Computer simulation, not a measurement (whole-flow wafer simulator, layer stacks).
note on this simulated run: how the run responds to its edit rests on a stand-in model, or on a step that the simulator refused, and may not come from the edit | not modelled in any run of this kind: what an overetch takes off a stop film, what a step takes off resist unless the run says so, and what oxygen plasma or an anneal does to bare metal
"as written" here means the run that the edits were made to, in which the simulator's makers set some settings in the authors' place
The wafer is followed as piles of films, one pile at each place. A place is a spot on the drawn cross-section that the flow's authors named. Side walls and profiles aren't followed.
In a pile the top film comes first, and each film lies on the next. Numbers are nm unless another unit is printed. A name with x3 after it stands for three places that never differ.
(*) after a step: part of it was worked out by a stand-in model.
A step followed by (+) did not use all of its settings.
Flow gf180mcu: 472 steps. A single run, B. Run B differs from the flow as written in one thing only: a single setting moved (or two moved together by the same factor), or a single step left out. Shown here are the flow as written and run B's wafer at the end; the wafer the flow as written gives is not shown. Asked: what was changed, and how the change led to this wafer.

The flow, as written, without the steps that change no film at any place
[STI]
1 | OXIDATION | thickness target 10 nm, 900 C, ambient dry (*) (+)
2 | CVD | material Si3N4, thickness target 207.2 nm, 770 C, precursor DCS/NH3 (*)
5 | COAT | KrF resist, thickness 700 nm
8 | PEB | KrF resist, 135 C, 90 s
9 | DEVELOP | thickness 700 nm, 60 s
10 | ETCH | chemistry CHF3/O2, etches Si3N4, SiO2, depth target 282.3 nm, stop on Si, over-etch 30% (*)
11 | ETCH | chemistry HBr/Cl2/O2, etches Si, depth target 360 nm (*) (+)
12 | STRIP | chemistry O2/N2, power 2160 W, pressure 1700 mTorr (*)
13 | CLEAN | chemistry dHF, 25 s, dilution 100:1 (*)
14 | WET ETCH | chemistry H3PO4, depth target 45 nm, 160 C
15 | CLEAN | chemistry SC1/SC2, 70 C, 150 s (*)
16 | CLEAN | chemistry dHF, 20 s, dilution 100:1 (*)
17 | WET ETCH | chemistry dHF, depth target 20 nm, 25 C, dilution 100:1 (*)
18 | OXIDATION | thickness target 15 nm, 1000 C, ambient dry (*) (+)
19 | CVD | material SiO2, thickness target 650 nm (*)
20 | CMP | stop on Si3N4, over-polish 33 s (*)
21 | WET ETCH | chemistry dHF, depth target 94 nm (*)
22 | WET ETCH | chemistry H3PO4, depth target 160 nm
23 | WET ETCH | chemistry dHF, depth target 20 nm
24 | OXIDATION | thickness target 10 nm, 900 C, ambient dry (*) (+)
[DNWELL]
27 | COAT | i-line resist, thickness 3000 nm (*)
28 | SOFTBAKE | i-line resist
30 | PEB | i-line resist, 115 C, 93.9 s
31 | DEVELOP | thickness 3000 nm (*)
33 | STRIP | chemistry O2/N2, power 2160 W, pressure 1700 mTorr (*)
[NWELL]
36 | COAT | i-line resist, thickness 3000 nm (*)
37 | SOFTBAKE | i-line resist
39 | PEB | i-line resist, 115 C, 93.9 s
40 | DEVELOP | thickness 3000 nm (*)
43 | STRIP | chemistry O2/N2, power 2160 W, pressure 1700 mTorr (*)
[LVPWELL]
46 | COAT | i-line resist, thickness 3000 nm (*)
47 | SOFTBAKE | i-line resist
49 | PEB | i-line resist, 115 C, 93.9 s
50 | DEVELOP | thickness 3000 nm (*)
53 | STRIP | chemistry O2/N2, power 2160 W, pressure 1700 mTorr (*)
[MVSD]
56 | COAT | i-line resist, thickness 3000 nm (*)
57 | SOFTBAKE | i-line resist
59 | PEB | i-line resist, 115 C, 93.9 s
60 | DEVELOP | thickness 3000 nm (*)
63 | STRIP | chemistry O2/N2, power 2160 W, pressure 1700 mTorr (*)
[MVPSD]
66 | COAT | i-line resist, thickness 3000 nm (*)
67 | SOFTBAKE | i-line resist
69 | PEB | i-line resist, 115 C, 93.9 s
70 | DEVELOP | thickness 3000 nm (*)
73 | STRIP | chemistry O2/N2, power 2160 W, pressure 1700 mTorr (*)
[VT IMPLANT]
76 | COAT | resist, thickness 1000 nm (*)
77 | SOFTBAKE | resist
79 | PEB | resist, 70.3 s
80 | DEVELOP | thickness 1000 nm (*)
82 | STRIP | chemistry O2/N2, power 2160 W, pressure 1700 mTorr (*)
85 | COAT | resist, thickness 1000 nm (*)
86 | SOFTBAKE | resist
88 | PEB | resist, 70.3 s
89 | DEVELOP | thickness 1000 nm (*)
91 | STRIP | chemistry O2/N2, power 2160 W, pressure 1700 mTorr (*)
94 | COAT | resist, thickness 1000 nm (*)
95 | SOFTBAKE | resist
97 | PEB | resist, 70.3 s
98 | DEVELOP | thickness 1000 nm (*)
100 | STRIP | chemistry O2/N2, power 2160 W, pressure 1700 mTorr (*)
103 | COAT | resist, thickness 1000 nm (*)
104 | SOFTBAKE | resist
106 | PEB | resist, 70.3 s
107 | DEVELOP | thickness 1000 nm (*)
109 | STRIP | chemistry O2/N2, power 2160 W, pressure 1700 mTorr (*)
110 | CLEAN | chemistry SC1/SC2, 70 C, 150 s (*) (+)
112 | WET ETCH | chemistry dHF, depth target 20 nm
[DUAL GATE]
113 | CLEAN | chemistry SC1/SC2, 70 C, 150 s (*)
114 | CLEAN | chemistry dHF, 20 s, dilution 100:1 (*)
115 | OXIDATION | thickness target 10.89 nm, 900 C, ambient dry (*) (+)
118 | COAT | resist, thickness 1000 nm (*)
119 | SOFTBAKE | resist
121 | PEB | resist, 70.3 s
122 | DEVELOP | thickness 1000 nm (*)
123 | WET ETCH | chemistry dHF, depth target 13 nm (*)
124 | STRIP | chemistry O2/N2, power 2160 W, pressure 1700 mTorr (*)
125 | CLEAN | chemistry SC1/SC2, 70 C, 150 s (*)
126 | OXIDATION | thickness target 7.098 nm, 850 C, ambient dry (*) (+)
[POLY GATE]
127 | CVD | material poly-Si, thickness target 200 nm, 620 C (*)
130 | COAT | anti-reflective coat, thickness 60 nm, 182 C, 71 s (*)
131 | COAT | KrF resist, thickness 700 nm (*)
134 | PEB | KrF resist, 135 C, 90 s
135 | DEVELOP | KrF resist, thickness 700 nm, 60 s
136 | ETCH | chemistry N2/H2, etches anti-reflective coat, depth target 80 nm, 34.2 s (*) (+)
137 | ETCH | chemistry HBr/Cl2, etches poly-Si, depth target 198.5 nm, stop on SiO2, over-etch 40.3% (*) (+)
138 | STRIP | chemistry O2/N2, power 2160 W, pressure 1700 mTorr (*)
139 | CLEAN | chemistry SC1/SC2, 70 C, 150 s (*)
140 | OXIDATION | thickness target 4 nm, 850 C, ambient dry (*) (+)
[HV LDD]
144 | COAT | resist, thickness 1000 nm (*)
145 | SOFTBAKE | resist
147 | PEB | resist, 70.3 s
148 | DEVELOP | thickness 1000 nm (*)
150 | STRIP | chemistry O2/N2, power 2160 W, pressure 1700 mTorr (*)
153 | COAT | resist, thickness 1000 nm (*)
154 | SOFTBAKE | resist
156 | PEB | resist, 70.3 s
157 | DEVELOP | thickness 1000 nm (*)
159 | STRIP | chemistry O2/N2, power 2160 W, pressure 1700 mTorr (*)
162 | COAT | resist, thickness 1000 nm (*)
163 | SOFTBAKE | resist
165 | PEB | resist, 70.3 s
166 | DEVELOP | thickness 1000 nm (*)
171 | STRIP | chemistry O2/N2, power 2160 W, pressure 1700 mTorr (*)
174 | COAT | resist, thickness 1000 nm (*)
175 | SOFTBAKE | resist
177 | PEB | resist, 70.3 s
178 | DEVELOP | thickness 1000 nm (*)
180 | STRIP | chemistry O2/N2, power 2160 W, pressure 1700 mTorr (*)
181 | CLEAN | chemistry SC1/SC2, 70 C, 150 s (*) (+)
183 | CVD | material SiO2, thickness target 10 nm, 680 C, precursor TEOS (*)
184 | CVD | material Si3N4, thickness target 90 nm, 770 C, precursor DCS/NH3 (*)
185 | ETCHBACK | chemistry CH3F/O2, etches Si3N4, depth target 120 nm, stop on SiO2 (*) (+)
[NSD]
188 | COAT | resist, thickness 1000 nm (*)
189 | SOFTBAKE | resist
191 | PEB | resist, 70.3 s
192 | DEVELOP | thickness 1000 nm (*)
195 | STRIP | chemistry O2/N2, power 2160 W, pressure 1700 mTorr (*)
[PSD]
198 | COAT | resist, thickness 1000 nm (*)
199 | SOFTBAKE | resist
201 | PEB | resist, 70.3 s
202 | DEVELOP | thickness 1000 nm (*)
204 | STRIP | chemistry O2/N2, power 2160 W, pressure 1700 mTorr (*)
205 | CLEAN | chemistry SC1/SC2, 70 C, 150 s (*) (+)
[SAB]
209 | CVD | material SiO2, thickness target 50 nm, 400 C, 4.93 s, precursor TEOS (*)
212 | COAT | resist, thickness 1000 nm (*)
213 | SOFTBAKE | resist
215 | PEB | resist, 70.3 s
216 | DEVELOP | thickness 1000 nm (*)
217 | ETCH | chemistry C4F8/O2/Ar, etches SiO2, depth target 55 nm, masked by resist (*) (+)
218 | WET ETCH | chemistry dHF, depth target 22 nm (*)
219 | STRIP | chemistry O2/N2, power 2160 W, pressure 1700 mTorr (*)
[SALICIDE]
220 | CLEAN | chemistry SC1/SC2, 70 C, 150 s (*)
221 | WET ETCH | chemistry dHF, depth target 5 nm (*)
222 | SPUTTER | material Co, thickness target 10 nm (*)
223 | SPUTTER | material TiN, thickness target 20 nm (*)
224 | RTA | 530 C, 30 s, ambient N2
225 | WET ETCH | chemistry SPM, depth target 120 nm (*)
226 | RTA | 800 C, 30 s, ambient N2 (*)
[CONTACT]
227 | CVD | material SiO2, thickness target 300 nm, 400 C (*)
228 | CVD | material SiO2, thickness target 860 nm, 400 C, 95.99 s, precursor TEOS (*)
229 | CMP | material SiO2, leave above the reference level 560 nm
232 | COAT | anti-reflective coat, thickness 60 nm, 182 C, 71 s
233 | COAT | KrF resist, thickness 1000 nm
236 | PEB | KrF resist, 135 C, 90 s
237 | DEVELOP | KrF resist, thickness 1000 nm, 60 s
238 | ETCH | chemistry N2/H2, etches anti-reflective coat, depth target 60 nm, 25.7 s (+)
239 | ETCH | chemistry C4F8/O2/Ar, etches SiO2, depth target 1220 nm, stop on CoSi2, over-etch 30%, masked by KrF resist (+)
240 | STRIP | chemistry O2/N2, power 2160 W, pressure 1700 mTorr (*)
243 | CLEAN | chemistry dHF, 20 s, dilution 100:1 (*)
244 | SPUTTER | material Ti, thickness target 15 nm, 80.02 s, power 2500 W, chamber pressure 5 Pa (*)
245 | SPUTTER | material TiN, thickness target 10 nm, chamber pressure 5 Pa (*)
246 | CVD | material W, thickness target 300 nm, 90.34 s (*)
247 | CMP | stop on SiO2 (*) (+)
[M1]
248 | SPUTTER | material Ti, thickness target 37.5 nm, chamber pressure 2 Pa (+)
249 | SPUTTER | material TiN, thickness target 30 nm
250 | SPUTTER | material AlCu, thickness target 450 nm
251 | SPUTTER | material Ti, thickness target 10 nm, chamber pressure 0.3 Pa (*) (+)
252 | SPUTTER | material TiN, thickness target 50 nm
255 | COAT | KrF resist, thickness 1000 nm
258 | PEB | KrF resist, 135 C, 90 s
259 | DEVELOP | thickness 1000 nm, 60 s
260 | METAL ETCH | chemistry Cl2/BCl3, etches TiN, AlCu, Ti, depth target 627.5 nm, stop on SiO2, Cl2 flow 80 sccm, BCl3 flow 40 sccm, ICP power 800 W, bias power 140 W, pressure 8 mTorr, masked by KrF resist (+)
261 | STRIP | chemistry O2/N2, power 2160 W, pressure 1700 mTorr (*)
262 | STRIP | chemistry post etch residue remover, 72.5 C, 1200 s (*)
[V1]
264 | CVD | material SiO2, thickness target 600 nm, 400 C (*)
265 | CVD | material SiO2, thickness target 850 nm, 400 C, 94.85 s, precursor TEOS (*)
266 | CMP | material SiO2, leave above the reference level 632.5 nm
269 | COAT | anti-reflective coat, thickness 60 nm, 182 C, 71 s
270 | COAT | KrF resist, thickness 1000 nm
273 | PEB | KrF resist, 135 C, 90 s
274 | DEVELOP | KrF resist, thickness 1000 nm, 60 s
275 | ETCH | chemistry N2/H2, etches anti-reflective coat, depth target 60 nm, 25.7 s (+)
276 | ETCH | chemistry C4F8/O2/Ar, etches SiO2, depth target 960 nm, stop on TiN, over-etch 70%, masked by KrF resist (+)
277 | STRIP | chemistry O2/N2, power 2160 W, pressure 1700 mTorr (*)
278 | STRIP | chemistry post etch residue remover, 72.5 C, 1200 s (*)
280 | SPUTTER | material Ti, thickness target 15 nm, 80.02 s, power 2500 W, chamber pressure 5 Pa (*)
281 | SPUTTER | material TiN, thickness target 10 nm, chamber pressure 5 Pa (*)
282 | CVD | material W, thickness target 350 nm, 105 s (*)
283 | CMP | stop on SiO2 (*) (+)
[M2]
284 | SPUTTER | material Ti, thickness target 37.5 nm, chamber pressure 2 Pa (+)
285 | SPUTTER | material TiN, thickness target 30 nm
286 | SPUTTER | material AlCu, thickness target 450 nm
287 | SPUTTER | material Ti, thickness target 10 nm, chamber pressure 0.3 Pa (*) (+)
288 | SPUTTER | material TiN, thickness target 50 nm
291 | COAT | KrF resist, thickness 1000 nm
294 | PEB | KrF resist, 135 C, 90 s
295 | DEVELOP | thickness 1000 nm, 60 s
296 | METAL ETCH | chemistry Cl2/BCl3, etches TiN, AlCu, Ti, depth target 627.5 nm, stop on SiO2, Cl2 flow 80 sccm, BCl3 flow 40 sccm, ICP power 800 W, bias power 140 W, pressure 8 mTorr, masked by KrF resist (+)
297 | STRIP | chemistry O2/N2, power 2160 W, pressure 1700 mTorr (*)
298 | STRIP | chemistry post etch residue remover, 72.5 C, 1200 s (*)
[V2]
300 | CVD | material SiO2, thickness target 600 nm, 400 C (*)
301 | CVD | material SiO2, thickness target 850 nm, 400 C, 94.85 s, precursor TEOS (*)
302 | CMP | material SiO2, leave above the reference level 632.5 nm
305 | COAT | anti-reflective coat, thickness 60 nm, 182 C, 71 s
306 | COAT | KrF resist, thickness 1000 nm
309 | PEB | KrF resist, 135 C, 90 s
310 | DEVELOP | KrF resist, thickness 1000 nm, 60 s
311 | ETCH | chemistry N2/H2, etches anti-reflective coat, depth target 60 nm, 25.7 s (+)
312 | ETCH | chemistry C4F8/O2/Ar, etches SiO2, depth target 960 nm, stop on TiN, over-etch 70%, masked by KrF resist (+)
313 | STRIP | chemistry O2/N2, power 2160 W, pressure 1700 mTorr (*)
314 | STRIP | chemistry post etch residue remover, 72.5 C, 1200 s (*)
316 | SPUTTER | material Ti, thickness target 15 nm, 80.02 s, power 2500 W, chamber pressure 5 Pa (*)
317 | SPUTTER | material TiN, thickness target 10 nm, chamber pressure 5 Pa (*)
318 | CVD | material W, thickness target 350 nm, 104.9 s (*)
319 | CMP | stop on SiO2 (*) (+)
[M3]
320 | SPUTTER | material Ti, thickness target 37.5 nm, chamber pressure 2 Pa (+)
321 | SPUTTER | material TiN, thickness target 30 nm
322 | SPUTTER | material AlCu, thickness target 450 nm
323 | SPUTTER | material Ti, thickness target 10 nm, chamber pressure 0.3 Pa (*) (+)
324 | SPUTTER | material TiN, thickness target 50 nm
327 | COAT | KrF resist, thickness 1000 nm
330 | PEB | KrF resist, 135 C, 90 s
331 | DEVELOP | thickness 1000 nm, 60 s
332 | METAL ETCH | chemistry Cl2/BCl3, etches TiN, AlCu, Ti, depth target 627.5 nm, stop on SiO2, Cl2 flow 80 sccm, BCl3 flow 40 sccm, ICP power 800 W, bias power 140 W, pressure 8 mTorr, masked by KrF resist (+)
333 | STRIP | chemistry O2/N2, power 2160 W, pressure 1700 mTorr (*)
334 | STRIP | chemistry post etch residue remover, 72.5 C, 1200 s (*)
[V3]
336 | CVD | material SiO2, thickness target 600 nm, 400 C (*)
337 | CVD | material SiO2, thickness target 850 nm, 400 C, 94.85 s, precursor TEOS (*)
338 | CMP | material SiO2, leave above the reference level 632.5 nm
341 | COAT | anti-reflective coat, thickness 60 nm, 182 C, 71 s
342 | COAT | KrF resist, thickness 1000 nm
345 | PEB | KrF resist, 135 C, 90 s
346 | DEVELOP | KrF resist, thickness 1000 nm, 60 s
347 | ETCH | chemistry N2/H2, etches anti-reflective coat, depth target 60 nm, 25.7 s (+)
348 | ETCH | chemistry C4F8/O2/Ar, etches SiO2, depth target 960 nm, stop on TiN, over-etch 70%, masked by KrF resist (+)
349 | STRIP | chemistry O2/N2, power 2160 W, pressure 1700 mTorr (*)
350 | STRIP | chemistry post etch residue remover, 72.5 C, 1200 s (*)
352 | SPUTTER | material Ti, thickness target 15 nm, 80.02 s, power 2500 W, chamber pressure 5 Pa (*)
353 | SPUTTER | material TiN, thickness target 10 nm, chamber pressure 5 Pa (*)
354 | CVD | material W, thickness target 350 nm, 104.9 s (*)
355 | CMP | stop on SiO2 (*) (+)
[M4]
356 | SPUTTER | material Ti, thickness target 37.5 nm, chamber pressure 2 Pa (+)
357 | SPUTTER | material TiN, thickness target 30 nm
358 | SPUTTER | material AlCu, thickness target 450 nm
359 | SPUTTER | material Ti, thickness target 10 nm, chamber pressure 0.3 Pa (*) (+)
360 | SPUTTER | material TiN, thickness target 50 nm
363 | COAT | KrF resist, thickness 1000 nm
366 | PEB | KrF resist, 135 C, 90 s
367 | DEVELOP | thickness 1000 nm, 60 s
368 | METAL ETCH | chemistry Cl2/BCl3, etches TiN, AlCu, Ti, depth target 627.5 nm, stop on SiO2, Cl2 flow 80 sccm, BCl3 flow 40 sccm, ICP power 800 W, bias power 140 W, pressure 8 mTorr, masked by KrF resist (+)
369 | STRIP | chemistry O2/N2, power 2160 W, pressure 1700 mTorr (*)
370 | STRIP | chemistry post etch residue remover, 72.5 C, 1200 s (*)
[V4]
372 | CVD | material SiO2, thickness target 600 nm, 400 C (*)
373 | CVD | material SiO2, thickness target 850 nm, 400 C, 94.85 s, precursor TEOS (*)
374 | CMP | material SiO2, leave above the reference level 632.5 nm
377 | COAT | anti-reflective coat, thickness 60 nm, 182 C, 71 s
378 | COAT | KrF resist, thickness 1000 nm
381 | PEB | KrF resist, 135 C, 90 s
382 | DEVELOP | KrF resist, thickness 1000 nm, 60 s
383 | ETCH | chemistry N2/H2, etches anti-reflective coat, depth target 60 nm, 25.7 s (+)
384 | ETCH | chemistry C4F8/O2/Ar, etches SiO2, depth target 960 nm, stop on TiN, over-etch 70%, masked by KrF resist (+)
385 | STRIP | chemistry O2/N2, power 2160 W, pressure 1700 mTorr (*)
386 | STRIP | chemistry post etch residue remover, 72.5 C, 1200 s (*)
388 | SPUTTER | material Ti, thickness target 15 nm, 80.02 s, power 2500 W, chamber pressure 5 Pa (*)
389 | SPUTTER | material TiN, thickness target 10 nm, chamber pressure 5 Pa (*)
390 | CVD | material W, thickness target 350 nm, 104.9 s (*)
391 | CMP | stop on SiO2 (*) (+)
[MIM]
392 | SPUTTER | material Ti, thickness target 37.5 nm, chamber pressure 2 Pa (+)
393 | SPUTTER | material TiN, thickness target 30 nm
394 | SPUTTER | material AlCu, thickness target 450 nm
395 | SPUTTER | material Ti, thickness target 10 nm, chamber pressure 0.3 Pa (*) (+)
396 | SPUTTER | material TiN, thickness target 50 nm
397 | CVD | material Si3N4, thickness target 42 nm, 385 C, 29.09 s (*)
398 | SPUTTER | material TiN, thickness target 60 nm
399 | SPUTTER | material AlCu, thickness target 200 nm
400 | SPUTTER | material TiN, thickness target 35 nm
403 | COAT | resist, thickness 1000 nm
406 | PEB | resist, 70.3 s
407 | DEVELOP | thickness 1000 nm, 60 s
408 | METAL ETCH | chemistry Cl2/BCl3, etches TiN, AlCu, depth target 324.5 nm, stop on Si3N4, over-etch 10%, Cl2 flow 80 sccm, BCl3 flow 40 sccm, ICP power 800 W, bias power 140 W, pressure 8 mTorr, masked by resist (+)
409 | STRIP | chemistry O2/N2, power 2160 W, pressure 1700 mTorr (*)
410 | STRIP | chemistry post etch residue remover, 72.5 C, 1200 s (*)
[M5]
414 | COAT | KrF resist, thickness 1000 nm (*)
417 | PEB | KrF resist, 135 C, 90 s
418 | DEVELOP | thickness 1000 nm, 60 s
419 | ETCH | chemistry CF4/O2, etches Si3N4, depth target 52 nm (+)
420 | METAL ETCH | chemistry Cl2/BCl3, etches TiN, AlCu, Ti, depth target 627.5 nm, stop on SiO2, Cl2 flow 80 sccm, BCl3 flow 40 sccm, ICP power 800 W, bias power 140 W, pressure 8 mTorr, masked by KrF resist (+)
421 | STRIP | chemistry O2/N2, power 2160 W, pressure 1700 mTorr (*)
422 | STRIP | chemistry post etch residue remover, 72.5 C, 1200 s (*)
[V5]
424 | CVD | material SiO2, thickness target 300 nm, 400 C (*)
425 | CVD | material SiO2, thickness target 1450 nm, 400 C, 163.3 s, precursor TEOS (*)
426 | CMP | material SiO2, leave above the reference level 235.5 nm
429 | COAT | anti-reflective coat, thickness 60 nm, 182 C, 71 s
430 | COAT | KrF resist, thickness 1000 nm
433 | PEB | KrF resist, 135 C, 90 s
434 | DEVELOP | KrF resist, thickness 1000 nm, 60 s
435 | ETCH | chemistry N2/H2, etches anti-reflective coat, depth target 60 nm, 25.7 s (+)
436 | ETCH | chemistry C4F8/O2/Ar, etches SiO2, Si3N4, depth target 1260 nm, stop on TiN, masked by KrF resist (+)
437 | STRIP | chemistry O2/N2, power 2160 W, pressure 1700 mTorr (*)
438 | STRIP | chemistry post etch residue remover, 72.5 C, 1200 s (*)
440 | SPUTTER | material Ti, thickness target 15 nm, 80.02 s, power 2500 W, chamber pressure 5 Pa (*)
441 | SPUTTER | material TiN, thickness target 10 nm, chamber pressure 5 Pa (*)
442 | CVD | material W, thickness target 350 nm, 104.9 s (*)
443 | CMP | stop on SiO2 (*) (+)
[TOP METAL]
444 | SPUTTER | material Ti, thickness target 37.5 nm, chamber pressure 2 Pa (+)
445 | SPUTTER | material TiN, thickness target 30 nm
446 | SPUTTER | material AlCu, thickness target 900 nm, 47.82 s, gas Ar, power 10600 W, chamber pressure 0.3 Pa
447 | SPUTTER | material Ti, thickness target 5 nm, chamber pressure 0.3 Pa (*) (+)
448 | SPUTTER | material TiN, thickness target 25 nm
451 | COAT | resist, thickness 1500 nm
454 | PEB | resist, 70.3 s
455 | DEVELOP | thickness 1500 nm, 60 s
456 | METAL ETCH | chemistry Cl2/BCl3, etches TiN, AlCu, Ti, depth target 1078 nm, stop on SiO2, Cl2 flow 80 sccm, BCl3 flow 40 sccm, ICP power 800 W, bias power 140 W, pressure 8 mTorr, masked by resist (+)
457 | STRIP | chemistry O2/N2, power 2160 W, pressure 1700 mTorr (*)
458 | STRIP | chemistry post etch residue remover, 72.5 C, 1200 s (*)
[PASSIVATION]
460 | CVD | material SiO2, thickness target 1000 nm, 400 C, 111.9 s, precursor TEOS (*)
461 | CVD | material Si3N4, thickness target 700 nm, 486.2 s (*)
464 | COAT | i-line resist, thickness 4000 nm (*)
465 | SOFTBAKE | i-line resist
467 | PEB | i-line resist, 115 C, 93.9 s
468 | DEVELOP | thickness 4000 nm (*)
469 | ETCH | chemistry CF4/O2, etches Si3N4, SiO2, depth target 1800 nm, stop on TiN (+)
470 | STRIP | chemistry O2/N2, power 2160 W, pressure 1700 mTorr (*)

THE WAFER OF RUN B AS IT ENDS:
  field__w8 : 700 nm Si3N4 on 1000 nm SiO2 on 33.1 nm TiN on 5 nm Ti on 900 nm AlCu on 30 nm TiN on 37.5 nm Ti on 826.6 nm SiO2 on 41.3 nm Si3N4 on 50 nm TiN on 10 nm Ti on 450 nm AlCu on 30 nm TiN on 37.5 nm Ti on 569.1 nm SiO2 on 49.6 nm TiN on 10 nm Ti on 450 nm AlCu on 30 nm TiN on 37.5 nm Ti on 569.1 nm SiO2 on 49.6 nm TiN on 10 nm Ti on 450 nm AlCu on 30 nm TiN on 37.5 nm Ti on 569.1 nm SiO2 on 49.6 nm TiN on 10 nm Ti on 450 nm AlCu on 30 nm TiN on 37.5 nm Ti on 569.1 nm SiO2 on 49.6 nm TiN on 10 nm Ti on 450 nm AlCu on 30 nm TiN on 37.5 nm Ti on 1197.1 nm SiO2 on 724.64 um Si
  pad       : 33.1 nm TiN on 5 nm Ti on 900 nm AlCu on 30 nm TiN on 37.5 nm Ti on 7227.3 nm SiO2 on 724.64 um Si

What caused this: step 448, SPUTTER: thickness target 33.5 nm was run, whereas the flow has thickness target 25 nm.

The path from the change to this, step by step:
  448 | SPUTTER | material TiN, thickness target 25 nm
      field, field__w1, field__w2 and 109 more: +33.5 TiN (new film) (as written it would have been: +25 TiN (new film))
  456 | METAL ETCH | chemistry Cl2/BCl3, etches TiN, AlCu, Ti, depth target 1078 nm, stop on SiO2, Cl2 flow 80 sccm, BCl3 flow 40 sccm, ICP power 800 W, bias power 140 W, pressure 8 mTorr, masked by resist (+)
      field, field__w1, field__w2 and 103 more: -33.5 TiN (all of it), -5 Ti (all of it), -900 AlCu (all of it), -30 TiN (all of it), -37.5 Ti (all of it) (as written it would have been: -25 TiN (all of it), -5 Ti (all of it), -900 AlCu (all of it), -30 TiN (all of it), -37.5 Ti (all of it))
  465 | SOFTBAKE | i-line resist
      gate: -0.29 i-line resist (as written it would have been: +1.79 i-line resist)
      field__w11, field__w13: +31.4 i-line resist (as written it would have been: +37.6 i-line resist)
      (as well as at 57 more places)
